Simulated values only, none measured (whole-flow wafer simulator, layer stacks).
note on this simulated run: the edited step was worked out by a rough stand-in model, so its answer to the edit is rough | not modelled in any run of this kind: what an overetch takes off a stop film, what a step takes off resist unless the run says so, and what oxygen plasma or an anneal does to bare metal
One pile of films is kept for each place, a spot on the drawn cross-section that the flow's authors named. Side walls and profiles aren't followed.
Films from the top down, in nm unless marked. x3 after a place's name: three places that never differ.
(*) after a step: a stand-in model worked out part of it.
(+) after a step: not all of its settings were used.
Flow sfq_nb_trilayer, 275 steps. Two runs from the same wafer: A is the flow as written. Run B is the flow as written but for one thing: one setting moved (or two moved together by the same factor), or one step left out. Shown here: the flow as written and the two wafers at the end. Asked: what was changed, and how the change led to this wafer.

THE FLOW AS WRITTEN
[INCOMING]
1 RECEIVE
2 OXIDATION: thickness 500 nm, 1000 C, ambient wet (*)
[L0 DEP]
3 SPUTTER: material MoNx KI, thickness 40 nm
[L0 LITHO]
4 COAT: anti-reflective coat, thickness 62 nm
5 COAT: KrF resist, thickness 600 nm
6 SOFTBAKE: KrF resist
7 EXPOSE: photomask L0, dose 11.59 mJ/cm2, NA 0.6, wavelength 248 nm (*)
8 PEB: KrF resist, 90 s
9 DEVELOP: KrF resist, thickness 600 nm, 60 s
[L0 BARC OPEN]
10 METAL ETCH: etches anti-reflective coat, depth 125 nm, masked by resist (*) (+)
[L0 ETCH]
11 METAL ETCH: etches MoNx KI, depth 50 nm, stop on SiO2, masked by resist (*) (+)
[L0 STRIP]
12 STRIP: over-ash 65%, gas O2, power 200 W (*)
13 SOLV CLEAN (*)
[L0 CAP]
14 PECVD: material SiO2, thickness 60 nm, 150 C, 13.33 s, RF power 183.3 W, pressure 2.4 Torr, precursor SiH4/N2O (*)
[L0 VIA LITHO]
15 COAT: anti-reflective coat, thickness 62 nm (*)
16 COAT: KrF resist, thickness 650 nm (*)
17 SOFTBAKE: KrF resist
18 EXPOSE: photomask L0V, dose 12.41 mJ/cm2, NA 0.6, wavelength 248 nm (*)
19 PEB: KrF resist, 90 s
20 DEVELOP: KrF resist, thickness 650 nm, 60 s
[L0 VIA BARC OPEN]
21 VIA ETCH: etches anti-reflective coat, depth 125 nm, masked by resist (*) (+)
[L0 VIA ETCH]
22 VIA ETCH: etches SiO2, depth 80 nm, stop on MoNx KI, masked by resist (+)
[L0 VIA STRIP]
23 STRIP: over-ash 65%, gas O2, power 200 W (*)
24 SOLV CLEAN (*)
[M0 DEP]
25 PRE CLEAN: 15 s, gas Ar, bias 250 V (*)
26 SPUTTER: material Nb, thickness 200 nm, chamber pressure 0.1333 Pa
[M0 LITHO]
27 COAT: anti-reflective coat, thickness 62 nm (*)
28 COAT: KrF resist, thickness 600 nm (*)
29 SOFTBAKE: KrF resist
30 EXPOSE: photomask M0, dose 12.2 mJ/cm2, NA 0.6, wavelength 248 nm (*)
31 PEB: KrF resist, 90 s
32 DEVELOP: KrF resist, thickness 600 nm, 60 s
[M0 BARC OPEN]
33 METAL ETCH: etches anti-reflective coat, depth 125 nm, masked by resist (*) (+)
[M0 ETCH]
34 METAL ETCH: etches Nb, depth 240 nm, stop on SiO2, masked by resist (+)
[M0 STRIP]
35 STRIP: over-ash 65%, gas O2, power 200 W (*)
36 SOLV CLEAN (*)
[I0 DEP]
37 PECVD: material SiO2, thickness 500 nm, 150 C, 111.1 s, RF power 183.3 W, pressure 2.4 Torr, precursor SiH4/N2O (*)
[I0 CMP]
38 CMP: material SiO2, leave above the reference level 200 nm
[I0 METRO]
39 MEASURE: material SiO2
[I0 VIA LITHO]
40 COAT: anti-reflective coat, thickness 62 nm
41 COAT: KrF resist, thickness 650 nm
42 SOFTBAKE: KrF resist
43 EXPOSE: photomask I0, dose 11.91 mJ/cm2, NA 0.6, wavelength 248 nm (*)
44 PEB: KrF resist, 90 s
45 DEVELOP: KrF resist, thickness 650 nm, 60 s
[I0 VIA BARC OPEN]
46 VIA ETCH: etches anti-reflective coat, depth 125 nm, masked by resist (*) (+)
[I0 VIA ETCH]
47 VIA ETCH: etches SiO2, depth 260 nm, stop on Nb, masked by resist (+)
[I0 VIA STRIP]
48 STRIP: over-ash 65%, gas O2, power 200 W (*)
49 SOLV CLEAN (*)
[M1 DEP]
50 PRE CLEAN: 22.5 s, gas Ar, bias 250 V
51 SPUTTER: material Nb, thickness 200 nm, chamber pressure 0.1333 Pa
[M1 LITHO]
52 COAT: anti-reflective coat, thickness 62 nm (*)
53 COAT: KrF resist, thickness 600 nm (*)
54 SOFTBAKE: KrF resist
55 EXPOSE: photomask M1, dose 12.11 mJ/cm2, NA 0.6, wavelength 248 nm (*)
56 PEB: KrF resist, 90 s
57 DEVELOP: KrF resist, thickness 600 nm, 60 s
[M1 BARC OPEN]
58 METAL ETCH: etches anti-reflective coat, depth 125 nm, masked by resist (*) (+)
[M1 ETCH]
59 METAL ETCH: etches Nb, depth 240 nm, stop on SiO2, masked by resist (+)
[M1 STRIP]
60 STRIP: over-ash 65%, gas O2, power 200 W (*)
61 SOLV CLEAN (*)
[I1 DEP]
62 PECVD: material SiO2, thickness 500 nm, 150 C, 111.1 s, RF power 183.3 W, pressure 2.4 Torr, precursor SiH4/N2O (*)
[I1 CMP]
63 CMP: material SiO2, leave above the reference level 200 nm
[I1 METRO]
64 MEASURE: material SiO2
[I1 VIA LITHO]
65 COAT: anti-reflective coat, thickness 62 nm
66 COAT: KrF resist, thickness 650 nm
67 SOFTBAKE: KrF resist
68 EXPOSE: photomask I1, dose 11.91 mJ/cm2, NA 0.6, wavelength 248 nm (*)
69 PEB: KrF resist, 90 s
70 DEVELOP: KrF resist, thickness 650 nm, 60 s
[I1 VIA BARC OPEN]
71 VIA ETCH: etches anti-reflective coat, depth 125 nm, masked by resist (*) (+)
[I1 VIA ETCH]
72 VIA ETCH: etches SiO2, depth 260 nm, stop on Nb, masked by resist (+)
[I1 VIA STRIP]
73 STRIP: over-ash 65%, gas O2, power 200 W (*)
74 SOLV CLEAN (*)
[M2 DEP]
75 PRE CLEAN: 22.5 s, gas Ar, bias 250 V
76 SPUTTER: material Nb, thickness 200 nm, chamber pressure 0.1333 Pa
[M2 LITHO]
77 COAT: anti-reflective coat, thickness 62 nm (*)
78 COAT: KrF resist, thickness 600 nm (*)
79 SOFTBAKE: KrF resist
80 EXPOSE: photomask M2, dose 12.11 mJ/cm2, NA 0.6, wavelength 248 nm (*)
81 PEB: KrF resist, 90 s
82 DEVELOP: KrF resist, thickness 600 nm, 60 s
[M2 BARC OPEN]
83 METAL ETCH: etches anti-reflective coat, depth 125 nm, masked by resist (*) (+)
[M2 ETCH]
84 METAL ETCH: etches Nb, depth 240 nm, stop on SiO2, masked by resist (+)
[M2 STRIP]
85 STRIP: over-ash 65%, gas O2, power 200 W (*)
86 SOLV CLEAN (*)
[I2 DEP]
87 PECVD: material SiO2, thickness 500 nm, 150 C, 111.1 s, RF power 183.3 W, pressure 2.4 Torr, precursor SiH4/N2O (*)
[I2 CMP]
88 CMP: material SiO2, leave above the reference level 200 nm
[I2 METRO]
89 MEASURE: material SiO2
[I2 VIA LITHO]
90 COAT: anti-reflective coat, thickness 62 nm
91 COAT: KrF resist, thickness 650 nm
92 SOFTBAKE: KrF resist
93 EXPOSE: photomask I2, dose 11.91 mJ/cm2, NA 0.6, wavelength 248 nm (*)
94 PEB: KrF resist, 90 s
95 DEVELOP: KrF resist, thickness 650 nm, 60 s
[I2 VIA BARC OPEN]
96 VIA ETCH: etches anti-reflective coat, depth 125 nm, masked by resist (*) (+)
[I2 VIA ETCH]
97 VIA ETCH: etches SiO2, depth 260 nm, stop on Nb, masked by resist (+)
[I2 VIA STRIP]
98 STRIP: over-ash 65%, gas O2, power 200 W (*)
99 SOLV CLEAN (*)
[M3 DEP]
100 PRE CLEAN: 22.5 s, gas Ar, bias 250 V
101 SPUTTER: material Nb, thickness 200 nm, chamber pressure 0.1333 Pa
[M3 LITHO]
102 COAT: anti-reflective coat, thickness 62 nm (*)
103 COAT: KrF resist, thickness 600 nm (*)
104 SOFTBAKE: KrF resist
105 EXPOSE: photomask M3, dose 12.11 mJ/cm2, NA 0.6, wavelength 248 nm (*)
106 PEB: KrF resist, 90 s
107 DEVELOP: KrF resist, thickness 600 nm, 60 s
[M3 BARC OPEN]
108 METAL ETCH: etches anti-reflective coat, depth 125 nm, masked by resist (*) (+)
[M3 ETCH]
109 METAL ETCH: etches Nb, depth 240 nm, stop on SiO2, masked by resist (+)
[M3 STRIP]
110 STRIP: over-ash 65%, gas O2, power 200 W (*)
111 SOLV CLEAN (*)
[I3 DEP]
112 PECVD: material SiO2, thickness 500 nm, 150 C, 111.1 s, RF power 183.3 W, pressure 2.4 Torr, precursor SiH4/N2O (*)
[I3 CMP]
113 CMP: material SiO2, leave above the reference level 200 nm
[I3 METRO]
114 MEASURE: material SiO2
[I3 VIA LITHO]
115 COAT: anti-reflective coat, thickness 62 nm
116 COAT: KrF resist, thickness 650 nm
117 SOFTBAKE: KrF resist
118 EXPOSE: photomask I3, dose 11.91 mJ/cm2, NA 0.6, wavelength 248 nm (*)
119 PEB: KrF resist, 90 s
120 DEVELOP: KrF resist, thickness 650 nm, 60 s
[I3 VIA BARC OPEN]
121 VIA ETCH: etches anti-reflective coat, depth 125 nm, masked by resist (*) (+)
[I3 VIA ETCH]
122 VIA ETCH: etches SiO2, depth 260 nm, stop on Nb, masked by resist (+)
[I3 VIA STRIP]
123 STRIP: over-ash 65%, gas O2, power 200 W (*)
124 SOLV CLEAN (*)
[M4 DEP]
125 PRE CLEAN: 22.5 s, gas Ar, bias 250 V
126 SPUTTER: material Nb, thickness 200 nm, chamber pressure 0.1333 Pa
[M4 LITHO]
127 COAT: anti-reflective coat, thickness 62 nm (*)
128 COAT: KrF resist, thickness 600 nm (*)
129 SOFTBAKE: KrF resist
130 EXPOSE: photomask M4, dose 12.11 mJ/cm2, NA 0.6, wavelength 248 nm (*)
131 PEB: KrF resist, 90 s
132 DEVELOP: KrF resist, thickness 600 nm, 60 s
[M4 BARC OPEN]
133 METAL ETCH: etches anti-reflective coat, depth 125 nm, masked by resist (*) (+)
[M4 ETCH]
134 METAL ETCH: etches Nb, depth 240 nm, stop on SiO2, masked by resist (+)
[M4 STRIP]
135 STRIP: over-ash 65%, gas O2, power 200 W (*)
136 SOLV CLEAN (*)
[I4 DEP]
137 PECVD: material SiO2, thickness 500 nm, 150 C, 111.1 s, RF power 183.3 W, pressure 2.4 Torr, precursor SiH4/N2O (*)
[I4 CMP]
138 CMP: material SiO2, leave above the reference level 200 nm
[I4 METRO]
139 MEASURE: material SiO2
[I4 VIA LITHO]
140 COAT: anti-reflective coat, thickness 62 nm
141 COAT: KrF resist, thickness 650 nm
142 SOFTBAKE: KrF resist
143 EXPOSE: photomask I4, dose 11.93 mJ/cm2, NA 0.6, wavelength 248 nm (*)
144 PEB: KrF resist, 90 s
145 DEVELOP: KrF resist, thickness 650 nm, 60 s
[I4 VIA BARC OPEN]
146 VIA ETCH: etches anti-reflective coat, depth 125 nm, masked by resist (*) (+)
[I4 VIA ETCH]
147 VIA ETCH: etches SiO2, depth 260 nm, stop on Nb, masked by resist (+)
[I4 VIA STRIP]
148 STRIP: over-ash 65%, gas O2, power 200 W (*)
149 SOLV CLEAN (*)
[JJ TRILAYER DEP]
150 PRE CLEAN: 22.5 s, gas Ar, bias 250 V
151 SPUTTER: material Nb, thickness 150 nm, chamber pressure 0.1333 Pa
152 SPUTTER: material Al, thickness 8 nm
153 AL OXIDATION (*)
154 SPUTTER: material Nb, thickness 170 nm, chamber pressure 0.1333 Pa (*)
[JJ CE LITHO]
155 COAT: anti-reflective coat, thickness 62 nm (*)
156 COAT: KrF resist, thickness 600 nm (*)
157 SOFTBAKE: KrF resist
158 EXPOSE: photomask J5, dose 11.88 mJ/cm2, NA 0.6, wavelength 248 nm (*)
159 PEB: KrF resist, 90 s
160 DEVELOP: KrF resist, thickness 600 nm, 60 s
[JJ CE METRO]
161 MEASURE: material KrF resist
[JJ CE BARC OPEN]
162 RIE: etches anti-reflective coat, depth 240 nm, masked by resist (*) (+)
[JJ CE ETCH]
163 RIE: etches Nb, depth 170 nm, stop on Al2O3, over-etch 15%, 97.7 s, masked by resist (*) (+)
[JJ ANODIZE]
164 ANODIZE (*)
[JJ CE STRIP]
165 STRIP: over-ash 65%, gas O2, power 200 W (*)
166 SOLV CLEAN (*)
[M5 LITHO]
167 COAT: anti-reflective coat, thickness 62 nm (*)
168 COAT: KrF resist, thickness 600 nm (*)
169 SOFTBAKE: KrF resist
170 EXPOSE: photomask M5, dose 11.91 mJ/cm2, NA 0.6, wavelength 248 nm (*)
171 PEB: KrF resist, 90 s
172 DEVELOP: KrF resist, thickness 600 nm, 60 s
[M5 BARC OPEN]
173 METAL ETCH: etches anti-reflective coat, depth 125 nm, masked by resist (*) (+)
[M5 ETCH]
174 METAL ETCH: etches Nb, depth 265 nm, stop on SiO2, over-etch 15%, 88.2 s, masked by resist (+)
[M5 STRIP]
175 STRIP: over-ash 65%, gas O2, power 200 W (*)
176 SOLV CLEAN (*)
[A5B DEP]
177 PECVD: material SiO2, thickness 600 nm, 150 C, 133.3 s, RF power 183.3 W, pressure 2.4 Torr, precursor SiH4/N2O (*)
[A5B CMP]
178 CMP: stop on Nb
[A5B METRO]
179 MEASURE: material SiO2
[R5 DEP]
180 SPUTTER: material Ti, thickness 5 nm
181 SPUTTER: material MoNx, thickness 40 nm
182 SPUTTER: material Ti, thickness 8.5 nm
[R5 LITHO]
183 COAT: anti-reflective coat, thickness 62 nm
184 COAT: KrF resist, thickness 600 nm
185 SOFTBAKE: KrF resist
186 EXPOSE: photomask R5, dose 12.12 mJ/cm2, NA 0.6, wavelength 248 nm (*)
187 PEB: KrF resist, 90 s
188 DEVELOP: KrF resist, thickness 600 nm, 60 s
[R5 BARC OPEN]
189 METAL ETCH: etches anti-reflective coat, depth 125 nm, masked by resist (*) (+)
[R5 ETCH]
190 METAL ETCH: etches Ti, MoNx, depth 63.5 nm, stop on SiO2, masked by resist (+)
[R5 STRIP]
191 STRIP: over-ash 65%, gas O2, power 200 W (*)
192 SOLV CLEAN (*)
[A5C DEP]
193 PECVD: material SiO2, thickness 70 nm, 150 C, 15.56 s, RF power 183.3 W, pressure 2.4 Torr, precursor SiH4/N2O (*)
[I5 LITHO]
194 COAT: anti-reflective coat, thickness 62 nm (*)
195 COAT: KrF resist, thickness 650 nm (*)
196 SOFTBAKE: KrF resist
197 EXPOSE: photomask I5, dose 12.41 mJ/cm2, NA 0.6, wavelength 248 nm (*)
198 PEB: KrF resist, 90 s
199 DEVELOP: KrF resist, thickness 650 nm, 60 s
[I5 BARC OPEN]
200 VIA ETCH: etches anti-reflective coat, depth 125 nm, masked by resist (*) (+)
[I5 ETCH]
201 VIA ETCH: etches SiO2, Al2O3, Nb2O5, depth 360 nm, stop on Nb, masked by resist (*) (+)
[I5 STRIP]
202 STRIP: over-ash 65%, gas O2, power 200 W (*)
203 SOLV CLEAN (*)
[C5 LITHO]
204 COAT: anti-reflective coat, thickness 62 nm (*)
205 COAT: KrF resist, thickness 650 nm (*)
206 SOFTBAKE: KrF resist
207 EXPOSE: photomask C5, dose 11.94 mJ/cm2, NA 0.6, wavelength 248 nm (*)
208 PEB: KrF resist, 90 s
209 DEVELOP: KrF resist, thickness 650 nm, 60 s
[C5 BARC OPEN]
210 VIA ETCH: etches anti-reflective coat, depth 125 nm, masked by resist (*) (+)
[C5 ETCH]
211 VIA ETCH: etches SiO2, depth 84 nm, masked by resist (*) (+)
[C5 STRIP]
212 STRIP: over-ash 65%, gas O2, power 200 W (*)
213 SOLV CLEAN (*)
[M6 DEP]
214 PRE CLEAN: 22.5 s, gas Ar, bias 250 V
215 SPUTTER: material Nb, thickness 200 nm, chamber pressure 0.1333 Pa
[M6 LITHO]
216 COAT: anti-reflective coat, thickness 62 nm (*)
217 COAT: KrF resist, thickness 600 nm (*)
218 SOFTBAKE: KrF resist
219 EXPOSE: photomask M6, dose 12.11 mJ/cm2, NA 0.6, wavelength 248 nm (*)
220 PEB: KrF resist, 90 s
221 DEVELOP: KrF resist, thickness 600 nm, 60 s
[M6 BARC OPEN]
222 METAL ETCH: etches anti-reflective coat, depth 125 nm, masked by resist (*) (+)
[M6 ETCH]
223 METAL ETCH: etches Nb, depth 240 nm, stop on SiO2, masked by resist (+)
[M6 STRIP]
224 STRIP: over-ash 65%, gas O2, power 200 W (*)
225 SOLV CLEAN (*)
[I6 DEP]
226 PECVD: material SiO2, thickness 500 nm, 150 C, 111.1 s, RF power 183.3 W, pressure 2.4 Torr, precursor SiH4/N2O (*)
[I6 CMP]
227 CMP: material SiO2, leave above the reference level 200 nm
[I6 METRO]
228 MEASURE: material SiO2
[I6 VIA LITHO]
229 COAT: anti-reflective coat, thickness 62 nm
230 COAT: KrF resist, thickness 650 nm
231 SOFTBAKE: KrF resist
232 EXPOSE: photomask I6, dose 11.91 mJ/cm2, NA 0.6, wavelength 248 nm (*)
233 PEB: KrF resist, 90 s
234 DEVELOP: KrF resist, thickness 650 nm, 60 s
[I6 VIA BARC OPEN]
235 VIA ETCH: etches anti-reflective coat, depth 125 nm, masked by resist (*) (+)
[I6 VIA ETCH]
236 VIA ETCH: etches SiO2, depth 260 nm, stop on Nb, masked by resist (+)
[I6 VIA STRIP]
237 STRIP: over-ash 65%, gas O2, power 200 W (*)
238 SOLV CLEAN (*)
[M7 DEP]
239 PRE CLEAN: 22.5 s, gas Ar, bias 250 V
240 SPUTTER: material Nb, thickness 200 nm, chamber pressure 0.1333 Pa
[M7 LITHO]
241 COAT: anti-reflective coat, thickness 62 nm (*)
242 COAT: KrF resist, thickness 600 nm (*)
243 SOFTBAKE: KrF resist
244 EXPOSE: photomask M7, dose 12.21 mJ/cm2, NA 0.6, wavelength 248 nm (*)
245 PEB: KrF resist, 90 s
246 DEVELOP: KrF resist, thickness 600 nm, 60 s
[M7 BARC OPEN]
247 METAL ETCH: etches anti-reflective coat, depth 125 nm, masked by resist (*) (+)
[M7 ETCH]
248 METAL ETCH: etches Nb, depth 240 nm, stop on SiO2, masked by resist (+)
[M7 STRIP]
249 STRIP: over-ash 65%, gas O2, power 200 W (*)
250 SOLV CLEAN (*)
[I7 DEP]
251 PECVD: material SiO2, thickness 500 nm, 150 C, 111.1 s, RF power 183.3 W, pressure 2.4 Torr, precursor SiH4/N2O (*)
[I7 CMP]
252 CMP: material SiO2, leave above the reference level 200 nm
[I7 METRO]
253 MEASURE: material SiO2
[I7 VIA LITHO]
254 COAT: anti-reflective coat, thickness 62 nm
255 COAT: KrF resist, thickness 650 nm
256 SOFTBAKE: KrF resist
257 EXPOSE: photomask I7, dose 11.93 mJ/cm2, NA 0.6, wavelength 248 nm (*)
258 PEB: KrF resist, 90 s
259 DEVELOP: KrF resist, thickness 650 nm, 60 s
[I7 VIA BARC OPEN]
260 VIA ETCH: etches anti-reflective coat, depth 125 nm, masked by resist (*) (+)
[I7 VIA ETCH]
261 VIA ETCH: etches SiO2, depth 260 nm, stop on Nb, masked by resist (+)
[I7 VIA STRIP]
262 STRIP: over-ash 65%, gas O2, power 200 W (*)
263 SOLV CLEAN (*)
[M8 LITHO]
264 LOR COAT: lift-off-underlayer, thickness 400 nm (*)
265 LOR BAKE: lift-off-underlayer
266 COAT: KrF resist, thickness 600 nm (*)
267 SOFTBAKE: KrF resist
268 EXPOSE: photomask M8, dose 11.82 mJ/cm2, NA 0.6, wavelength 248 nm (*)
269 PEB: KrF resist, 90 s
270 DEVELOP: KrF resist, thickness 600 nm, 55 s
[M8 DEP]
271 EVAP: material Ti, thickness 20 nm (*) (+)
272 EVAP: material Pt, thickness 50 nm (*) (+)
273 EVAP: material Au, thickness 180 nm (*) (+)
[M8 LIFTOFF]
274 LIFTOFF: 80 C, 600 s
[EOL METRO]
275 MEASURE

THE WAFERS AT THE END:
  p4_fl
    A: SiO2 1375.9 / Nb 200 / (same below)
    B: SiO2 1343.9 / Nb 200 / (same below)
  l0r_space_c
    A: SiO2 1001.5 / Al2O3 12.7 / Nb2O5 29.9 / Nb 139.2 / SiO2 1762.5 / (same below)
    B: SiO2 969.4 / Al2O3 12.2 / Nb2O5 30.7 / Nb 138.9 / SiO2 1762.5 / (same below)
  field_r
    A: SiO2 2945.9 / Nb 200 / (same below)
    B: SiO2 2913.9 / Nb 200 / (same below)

The cause: step 154, SPUTTER: thickness 138 nm was run, where the flow has thickness 170 nm.

How the change led to this, step by step:
  154 SPUTTER: material Nb, thickness 170 nm, chamber pressure 0.1333 Pa (*)
      field_l, v_sur, via_sp and 100 more: A Nb +170 (new film) | B Nb +138 (new film)
      via_wl, via_wr: A Nb +140.7 (new film) | B Nb +114.1 (new film)
      (and at 1 more place)
  155 COAT: anti-reflective coat, thickness 62 nm (*)
      via_wl, via_wr: A anti-reflective coat +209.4 (new film) | B anti-reflective coat +201.1 (new film)
      via_w: A anti-reflective coat +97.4 (new film) | B anti-reflective coat +94.8 (new film)
  162 RIE: etches anti-reflective coat, depth 240 nm, masked by resist (*) (+)
      ce_l, c5j, ce_r, wl_jj: A KrF resist -209.4 | B KrF resist -201.1
      via_wl, via_wr: A anti-reflective coat -209.4 (all of it) | B anti-reflective coat -201.1 (all of it)
      (and at 1 more place)
  163 RIE: etches Nb, depth 170 nm, stop on Al2O3, over-etch 15%, 97.7 s, masked by resist (*) (+)
      field_l, v_sur, via_sp and 96 more: A Nb -170 (all of it), Al2O3 -0.51 | B Nb -138 (all of it), Al2O3 -0.96 (all of it)
      via_wl, via_wr: A Nb -140.7 (all of it), Al2O3 -0.96 (all of it) | B Nb -114.1 (all of it), Al2O3 -0.96 (all of it)
      (and at 1 more place)
  164 ANODIZE (*)
      field_l, v_sur, via_sp and 96 more: A Al2O3 +12.2, Nb2O5 +29.9 (new film), Al -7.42 (all of it), Nb -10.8 | B Al2O3 +12.2 (new film), Nb2O5 +30.7 (new film), Al -7.42 (all of it), Nb -11.1
  165 STRIP: over-ash 65%, gas O2, power 200 W (*)
      ce_l: A KrF resist -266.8 (all of it), anti-reflective coat -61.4 (all of it) | B KrF resist -275 (all of it), anti-reflective coat -61.4 (all of it)
      c5j: A KrF resist -266.9 (all of it), anti-reflective coat -61.5 (all of it) | B KrF resist -275.1 (all of it), anti-reflective coat -61.5 (all of it)
      (and at 2 more places)
  167 COAT: anti-reflective coat, thickness 62 nm (*)
      wl_j_sl, wl_j_sr: A anti-reflective coat +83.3 (new film) | B anti-reflective coat +79 (new film)
      jj_sur: A anti-reflective coat +82.6 (new film) | B anti-reflective coat +78.5 (new film)
      (and at 5 more places)
  168 COAT: KrF resist, thickness 600 nm (*)
      ce_l: A KrF resist +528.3 (new film) | B KrF resist +547.9 (new film)
      c5j: A KrF resist +507.6 (new film) | B KrF resist +527.7 (new film)
      (and at 2 more places)
  174 METAL ETCH: etches Nb, depth 265 nm, stop on SiO2, over-etch 15%, 88.2 s, masked by resist (+)
      field_l, r_sur, res and 50 more: A Al2O3 -12.6 (all of it), Nb2O5 -29.9 (all of it), Nb -139.2 (all of it), SiO2 -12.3 | B Al2O3 -12.2 (all of it), Nb2O5 -30.7 (all of it), Nb -138.9 (all of it), SiO2 -12.3
  175 STRIP: over-ash 65%, gas O2, power 200 W (*)
      jj_sur: A KrF resist -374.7 (all of it), anti-reflective coat -82.6 (all of it) | B KrF resist -372.3 (all of it), anti-reflective coat -78.5 (all of it)
      ce_l: A KrF resist -299.6 (all of it), anti-reflective coat -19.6 (all of it) | B KrF resist -319.2 (all of it), anti-reflective coat -23.6 (all of it)
      (and at 6 more places)
  178 CMP: stop on Nb
      v_sur, via_sp, via_v and 43 more: A SiO2 -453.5 | B SiO2 -485.6
      field_l, p4_fl, p4_fm and 39 more: A SiO2 -259.3 | B SiO2 -291.3
      (and at 14 more places)
  201 VIA ETCH: etches SiO2, Al2O3, Nb2O5, depth 360 nm, stop on Nb, masked by resist (*) (+)
      be: A SiO2 -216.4 (all of it), Al2O3 -12.7 (all of it), Nb2O5 -29.9 (all of it) | B SiO2 -184.3 (all of it), Al2O3 -12.2 (all of it), Nb2O5 -30.7 (all of it)
  204 COAT: anti-reflective coat, thickness 62 nm (*)
      wire: A anti-reflective coat +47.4 (new film) | B anti-reflective coat +48.4 (new film)
      be: A anti-reflective coat +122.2 (new film) | B anti-reflective coat +117.5 (new film)
      (and at 1 more place)
  205 COAT: KrF resist, thickness 650 nm (*)
      be: A KrF resist +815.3 (new film) | B KrF resist +792.7 (new film)
  212 STRIP: over-ash 65%, gas O2, power 200 W (*)
      wire: A KrF resist -555.8 (all of it), anti-reflective coat -47.4 (all of it) | B KrF resist -557.5 (all of it), anti-reflective coat -48.4 (all of it)
      be: A KrF resist -728.2 (all of it), anti-reflective coat -122.2 (all of it) | B KrF resist -705.5 (all of it), anti-reflective coat -117.5 (all of it)
      (and at 1 more place)
  215 SPUTTER: material Nb, thickness 200 nm, chamber pressure 0.1333 Pa
      be: A Nb +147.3 | B Nb +154.6
  ... 3 more steps ...
  226 PECVD: material SiO2, thickness 500 nm, 150 C, 111.1 s, RF power 183.3 W, pressure 2.4 Torr, precursor SiH4/N2O (*)
      be: A SiO2 +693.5 (new film) | B SiO2 +654.5 (new film)
